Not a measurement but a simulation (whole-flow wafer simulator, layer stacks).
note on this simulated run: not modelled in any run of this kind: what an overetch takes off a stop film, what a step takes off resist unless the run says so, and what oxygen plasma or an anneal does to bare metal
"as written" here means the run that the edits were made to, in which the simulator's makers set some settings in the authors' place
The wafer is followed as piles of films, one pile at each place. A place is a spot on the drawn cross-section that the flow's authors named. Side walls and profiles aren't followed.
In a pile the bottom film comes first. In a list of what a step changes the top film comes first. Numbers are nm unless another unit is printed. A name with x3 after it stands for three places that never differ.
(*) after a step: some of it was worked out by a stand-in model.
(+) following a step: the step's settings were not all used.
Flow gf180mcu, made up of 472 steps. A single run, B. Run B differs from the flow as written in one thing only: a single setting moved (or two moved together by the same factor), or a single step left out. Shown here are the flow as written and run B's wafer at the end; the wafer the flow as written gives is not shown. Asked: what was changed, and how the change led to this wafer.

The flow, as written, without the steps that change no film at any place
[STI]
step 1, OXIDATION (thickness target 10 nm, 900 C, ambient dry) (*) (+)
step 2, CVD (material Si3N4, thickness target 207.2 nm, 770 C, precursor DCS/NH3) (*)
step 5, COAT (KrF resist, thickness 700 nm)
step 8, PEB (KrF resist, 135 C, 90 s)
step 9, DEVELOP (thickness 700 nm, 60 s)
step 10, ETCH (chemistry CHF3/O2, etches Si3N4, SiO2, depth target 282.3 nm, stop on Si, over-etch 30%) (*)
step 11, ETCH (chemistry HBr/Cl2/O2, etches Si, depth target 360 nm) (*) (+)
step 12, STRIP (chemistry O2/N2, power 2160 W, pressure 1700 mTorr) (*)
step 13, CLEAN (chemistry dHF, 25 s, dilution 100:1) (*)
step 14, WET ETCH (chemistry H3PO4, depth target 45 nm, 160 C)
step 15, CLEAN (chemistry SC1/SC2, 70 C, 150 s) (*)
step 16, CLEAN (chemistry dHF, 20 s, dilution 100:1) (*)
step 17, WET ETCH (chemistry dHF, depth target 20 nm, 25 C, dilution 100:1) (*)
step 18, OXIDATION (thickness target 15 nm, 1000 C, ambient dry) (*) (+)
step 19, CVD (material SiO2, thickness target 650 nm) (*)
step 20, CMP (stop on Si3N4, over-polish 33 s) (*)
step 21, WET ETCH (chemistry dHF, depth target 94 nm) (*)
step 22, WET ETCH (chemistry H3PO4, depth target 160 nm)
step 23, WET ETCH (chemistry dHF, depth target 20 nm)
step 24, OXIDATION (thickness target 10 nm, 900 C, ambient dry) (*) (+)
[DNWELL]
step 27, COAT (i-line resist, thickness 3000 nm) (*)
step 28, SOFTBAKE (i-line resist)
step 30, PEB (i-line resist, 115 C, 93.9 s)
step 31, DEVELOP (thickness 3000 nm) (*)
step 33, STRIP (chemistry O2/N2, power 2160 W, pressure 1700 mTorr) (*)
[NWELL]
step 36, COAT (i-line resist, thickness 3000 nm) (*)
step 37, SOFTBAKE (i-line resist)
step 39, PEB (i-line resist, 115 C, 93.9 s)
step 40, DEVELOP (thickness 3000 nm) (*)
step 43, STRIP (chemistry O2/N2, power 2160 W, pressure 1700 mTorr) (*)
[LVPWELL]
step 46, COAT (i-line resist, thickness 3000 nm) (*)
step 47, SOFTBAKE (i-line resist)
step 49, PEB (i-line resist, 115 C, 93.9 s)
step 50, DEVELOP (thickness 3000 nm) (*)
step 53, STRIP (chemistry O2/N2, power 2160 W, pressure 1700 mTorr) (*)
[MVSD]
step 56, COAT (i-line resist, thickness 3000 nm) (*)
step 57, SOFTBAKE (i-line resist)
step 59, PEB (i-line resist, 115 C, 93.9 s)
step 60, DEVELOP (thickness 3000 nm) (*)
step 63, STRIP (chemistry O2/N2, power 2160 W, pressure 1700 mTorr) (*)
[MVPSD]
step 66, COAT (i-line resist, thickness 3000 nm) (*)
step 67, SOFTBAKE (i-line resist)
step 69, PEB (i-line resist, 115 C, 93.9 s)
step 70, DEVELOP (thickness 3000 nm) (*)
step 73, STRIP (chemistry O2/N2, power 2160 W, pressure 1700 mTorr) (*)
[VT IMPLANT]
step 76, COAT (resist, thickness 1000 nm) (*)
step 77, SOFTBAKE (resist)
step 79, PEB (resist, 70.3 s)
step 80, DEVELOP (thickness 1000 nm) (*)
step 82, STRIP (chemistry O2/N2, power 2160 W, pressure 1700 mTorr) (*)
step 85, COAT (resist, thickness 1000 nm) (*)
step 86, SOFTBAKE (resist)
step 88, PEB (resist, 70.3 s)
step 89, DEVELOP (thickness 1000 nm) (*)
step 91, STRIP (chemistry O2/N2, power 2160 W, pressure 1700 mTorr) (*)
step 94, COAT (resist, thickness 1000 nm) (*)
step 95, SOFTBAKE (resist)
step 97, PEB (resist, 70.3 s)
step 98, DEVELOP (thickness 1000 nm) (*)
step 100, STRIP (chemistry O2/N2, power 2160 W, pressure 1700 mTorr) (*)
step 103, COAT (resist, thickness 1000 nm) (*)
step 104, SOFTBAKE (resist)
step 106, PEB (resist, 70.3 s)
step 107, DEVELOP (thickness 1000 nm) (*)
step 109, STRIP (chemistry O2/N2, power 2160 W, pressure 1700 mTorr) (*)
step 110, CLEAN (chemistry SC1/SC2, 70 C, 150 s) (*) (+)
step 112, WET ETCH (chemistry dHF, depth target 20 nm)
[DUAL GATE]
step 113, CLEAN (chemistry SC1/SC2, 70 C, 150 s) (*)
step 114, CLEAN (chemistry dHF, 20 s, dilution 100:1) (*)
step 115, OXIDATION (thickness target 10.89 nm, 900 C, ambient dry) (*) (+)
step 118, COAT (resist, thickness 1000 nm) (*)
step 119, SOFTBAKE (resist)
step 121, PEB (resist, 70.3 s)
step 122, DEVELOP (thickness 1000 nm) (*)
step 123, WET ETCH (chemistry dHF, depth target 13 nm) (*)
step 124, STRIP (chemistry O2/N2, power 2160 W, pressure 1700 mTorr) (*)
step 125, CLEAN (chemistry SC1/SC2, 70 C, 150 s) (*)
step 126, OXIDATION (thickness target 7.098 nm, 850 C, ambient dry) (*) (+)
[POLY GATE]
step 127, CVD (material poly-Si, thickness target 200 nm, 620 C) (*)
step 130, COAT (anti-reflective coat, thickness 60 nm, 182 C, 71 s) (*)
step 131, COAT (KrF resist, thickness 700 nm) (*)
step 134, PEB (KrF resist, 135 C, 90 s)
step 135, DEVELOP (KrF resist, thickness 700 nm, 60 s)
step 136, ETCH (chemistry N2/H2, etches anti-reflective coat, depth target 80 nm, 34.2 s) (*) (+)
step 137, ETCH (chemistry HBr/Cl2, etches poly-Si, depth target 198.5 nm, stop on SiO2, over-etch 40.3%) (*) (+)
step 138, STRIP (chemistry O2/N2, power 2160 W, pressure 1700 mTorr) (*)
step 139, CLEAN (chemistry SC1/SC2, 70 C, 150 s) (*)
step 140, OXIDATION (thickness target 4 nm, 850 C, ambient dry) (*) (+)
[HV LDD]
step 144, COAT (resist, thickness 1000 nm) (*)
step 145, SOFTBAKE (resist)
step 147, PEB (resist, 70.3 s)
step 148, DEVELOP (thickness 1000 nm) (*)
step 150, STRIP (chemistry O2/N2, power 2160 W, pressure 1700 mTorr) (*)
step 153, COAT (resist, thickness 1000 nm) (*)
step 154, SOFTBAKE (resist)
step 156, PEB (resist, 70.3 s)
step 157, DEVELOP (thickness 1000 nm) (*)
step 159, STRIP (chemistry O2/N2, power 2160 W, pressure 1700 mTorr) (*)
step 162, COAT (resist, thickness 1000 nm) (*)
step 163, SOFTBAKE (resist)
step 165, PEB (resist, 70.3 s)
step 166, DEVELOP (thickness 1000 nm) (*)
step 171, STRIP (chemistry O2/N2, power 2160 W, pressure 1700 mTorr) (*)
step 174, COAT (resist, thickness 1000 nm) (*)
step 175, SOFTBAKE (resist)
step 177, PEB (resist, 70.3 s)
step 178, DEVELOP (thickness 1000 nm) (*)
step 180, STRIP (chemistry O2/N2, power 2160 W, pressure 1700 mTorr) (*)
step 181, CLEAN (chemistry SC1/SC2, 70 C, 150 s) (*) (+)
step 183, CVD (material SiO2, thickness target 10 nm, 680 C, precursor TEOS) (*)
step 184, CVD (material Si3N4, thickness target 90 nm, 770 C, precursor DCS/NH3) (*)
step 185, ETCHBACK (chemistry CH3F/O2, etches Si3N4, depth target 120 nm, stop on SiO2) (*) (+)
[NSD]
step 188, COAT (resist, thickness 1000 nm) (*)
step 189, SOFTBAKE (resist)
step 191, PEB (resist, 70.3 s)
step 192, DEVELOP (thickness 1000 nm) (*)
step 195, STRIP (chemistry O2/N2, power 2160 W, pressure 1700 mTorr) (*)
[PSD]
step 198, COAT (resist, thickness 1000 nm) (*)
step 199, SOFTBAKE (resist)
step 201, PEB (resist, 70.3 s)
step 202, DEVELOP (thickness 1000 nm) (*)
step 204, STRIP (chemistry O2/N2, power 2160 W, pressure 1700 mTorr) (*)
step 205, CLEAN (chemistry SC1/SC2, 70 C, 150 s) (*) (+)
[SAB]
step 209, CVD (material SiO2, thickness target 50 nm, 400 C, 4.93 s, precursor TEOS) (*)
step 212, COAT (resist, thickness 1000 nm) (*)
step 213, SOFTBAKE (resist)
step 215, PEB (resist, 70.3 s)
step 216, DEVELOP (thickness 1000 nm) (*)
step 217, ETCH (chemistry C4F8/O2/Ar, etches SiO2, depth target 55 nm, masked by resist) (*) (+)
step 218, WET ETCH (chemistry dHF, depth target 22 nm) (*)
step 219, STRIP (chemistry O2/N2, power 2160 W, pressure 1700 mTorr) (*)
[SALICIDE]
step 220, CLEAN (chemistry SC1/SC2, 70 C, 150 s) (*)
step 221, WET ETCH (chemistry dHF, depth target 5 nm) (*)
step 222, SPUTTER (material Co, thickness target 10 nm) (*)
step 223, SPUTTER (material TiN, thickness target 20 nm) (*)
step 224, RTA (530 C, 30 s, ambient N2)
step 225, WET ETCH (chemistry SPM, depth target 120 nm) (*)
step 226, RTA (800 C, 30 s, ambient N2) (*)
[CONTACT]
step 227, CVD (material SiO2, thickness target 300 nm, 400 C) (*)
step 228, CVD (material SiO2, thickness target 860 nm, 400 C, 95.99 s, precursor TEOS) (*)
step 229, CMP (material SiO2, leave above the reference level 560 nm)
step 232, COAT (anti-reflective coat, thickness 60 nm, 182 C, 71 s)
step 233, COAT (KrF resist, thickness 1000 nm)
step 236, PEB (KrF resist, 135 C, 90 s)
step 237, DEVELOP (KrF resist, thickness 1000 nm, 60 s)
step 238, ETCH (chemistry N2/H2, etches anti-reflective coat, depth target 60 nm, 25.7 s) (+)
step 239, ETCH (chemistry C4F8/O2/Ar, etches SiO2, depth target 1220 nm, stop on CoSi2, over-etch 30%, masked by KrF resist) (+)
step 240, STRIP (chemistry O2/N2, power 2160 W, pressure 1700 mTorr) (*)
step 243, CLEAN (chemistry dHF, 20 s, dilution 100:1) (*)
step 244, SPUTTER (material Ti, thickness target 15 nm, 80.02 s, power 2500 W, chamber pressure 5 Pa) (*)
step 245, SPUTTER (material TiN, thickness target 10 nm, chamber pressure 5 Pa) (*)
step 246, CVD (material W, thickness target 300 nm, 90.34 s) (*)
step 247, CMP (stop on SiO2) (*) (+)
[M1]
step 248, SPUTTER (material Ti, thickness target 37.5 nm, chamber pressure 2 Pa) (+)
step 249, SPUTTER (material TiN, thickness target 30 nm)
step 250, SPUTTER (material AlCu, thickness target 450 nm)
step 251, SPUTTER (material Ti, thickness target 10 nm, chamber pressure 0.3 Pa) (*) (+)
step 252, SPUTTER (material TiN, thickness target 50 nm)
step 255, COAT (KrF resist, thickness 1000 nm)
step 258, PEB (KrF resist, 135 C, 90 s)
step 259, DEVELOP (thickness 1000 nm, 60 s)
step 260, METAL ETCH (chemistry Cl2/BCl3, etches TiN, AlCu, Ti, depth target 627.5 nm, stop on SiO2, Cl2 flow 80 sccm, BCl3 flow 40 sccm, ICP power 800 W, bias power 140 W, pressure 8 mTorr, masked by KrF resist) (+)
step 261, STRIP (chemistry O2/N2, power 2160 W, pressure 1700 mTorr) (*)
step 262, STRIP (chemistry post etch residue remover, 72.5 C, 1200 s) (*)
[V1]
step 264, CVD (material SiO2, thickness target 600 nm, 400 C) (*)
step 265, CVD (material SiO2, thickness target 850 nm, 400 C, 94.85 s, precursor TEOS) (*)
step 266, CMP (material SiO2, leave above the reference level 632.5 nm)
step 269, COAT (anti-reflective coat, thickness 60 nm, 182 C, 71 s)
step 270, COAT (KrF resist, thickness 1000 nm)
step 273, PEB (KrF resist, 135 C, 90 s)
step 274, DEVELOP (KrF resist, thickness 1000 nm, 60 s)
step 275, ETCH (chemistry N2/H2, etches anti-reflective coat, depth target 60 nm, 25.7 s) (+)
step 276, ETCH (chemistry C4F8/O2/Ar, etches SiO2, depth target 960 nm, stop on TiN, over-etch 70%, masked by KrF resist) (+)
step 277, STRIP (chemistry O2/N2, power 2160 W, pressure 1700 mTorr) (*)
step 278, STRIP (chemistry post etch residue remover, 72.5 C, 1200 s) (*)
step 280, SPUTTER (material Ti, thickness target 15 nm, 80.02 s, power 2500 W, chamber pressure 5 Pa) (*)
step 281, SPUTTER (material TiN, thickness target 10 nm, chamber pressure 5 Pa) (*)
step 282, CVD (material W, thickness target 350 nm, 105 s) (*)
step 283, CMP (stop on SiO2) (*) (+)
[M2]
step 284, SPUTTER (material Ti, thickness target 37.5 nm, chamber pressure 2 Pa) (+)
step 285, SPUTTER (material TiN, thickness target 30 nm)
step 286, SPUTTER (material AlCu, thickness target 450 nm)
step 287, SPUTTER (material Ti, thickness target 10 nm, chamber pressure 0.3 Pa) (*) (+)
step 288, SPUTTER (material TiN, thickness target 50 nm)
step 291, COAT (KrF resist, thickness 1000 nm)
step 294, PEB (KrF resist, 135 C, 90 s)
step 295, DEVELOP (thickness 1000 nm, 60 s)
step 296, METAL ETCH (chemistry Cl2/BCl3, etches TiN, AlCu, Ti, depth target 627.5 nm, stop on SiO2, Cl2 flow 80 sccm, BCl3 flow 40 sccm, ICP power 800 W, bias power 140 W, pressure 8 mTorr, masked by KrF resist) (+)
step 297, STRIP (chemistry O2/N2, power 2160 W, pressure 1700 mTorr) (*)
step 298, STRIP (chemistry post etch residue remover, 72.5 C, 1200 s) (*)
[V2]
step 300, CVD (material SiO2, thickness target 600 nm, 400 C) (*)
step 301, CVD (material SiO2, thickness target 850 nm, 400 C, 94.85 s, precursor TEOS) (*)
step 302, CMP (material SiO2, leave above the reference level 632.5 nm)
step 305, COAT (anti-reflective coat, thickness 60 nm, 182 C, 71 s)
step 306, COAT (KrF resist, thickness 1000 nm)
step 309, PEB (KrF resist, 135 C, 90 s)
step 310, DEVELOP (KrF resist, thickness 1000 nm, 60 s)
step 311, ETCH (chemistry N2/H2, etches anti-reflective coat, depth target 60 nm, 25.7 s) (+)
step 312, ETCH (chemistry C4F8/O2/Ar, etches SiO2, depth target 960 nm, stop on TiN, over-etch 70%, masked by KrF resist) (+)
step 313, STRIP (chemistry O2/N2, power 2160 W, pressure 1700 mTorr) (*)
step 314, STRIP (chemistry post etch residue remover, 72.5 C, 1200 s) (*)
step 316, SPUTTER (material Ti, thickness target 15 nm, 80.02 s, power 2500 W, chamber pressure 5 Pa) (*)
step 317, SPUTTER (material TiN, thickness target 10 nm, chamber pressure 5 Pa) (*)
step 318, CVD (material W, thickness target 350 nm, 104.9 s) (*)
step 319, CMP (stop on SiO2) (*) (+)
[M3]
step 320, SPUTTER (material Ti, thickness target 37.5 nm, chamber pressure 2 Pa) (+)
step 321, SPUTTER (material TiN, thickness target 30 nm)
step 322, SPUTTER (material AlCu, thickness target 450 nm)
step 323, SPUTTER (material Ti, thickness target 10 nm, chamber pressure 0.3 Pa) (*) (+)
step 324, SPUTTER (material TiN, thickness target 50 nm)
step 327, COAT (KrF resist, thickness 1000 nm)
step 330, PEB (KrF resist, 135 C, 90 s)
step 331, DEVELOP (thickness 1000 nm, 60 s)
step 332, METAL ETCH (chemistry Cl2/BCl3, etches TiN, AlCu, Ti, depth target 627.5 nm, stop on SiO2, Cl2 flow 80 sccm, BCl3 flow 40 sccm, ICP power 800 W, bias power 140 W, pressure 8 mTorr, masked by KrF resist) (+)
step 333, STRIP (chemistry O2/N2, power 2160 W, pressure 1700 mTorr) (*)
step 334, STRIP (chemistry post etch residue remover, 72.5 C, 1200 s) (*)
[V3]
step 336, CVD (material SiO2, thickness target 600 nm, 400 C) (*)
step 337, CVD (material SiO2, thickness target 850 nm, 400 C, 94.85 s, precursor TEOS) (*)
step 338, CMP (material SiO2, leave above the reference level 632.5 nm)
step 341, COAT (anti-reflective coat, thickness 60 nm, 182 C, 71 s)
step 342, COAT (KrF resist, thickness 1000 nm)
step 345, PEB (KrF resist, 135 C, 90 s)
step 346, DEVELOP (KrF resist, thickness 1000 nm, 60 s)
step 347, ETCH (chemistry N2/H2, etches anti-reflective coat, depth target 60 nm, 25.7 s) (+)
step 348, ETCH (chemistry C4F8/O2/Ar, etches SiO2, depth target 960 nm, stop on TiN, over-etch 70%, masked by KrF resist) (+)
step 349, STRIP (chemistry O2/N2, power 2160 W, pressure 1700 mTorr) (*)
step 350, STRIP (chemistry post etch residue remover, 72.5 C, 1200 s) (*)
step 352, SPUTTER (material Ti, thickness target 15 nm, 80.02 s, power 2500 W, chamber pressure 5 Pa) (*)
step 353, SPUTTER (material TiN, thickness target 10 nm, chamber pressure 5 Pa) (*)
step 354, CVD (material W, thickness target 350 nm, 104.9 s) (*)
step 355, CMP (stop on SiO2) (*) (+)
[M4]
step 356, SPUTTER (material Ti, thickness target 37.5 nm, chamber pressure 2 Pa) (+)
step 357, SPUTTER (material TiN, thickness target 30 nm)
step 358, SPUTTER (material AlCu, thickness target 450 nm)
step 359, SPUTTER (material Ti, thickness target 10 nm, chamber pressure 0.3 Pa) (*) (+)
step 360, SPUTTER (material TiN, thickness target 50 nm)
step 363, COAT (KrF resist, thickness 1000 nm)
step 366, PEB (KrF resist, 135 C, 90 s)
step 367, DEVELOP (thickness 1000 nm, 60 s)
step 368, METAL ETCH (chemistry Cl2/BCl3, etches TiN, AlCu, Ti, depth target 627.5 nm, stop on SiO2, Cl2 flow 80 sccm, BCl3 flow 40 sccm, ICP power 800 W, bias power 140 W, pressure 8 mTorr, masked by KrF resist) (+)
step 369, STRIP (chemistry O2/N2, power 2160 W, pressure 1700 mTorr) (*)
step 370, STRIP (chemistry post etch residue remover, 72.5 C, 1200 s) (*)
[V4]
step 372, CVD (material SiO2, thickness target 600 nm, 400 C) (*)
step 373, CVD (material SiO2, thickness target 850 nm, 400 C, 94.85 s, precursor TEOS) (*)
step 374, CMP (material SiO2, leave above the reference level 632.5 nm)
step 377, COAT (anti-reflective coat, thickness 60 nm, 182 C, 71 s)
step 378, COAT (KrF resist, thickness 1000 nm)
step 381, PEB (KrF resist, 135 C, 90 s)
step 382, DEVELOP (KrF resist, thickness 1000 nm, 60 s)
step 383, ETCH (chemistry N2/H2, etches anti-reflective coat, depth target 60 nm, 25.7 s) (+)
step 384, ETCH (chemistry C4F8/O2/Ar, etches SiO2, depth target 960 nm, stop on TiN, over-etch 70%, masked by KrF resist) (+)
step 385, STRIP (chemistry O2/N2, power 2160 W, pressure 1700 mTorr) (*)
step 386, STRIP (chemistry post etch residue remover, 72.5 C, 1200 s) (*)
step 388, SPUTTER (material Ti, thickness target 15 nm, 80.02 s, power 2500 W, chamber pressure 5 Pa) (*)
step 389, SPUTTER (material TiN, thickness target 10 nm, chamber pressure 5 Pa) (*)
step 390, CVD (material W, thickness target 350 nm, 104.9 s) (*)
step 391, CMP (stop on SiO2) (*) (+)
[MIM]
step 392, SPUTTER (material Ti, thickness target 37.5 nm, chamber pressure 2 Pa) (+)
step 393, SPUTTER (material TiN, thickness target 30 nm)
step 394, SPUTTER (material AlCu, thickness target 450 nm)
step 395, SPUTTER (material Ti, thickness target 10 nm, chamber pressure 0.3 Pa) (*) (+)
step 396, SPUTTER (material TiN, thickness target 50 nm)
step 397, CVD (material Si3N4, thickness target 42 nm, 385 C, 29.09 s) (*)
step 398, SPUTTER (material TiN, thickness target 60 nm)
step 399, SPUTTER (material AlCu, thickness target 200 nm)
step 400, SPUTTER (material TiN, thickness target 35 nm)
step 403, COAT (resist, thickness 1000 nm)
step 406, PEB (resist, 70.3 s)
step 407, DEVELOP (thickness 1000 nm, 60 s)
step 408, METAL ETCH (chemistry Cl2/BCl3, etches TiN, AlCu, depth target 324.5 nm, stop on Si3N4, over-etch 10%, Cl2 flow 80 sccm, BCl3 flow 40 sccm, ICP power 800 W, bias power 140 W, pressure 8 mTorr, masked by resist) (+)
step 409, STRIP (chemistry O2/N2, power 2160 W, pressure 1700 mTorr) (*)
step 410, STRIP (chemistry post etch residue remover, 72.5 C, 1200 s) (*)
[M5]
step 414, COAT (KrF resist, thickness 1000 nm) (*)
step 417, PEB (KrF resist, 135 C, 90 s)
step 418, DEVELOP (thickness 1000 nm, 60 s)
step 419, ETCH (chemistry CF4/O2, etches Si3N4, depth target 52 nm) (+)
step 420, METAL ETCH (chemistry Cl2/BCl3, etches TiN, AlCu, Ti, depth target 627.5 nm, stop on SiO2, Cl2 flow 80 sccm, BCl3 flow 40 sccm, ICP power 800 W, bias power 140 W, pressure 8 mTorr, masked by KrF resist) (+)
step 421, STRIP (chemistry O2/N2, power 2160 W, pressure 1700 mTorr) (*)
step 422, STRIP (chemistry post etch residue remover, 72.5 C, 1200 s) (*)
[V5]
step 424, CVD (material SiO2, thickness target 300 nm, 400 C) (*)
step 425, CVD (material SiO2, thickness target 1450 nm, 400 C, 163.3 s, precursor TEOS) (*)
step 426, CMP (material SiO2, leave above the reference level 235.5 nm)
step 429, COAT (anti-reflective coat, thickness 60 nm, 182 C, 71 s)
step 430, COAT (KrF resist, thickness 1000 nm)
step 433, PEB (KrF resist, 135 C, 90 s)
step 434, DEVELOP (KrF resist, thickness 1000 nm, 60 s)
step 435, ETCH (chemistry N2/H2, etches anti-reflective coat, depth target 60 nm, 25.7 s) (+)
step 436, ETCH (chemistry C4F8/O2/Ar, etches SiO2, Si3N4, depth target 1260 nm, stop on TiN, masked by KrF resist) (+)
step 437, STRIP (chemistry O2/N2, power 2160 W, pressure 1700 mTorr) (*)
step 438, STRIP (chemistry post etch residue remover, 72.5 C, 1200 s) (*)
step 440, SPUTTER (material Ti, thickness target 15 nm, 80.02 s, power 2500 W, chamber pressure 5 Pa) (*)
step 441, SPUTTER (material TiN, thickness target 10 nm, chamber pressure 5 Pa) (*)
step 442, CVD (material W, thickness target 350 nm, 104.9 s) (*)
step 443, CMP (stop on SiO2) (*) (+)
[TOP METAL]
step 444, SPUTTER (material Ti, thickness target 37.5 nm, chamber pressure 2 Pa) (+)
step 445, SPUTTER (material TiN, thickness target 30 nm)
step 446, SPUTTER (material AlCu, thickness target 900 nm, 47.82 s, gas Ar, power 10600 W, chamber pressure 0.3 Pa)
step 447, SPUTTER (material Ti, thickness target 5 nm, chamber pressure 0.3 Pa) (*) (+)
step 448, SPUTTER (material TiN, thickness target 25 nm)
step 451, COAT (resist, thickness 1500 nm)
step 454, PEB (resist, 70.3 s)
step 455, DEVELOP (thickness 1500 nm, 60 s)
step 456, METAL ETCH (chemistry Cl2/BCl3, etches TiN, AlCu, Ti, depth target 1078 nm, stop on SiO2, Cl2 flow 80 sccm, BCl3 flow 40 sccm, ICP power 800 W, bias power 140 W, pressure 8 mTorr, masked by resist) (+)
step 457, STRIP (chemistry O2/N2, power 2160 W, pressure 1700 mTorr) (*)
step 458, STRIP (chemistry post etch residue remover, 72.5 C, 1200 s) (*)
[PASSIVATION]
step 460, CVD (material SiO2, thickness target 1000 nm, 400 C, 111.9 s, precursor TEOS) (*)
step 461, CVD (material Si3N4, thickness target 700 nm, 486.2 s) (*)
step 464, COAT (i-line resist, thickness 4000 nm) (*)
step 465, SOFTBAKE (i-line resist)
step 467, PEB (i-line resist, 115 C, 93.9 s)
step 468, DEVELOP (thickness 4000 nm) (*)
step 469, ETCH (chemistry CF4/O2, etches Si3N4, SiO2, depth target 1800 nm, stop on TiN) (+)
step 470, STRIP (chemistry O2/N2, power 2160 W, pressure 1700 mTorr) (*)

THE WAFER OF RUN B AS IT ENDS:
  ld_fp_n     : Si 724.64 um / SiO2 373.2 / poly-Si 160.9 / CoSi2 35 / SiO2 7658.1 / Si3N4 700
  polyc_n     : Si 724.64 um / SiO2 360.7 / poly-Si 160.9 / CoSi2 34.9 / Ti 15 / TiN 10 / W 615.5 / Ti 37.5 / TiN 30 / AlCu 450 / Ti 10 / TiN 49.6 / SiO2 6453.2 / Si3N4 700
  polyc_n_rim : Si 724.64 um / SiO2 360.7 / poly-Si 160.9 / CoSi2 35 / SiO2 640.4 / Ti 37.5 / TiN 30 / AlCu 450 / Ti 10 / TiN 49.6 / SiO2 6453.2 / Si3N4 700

Cause: step 112, WET ETCH: depth target 27 nm was run, though the flow has depth target 20 nm.

The path from the change to this, step by step:
  step 112, WET ETCH (chemistry dHF, depth target 20 nm)
      field, field__w2, field__w3 and 43 more: -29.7 SiO2 (in the flow as written it would be: -22 SiO2)
  step 130, COAT (anti-reflective coat, thickness 60 nm, 182 C, 71 s) (*)
      p_well, spacer, sd_n: +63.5 anti-reflective coat (new film) (in the flow as written it would be: +70.9 anti-reflective coat (new film))
      ldn_ch, ldp_ch: +64 anti-reflective coat (new film) (in the flow as written it would be: +66.7 anti-reflective coat (new film))
      (as well as at 66 more places)
  step 136, ETCH (chemistry N2/H2, etches anti-reflective coat, depth target 80 nm, 34.2 s) (*) (+)
      p_well, spacer, sd_n: -63.5 anti-reflective coat (all of it), -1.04 poly-Si (in the flow as written it would be: -70.9 anti-reflective coat (all of it), -0.85 poly-Si)
      field__w1: -53.9 anti-reflective coat (all of it), -1.28 poly-Si (in the flow as written it would be: -50.8 anti-reflective coat (all of it), -1.37 poly-Si)
      (as well as at 47 more places)
  step 138, STRIP (chemistry O2/N2, power 2160 W, pressure 1700 mTorr) (*)
      gate: +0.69 chemical SiO2 (new film), -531 KrF resist (all of it), -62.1 anti-reflective coat (all of it), -0.3 poly-Si (in the flow as written it would be: +0.68 chemical SiO2 (new film), -531.7 KrF resist (all of it), -65.5 anti-reflective coat (all of it), -0.3 poly-Si)
      gate_p: +0.69 chemical SiO2 (new film), -530.4 KrF resist (all of it), -62.4 anti-reflective coat (all of it), -0.3 poly-Si (in the flow as written it would be: +0.68 chemical SiO2 (new film), -530.6 KrF resist (all of it), -65.9 anti-reflective coat (all of it), -0.3 poly-Si)
      (as well as at 18 more places)
  step 189, SOFTBAKE (resist)
      active_hv: -0.59 resist (in the flow as written it would be: +2.68 resist)
      nw_enc_fld_lv__w3: -1.67 resist (in the flow as written it would be: +2.11 resist)
  step 199, SOFTBAKE (resist)
      active_hv: -0.59 resist (in the flow as written it would be: +2.68 resist)
      nw_enc_fld_lv__w3: -1.67 resist (in the flow as written it would be: +2.11 resist)
  step 218, WET ETCH (chemistry dHF, depth target 22 nm) (*)
      sd_p_hv: -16 SiO2 (all of it) (in the flow as written it would be: -15.2 SiO2 (all of it))
  step 223, SPUTTER (material TiN, thickness target 20 nm) (*)
      field__w12: +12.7 TiN (new film) (in the flow as written it would be: +12 TiN (new film))
  step 225, WET ETCH (chemistry SPM, depth target 120 nm) (*)
      field__w12: -12.7 TiN (all of it), -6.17 Co (all of it) (in the flow as written it would be: -12 TiN (all of it), -6.15 Co (all of it))
  step 229, CMP (material SiO2, leave above the reference level 560 nm)
      ldn_sep__w1, ldn_sep__w2, ldn_dft and 8 more: -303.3 SiO2 (in the flow as written it would be: -311 SiO2)
      sti, mim_1p0, pad, dice_street, iso_fld_sub: -289.2 SiO2 (in the flow as written it would be: -296.8 SiO2)
      (as well as at 39 more places)
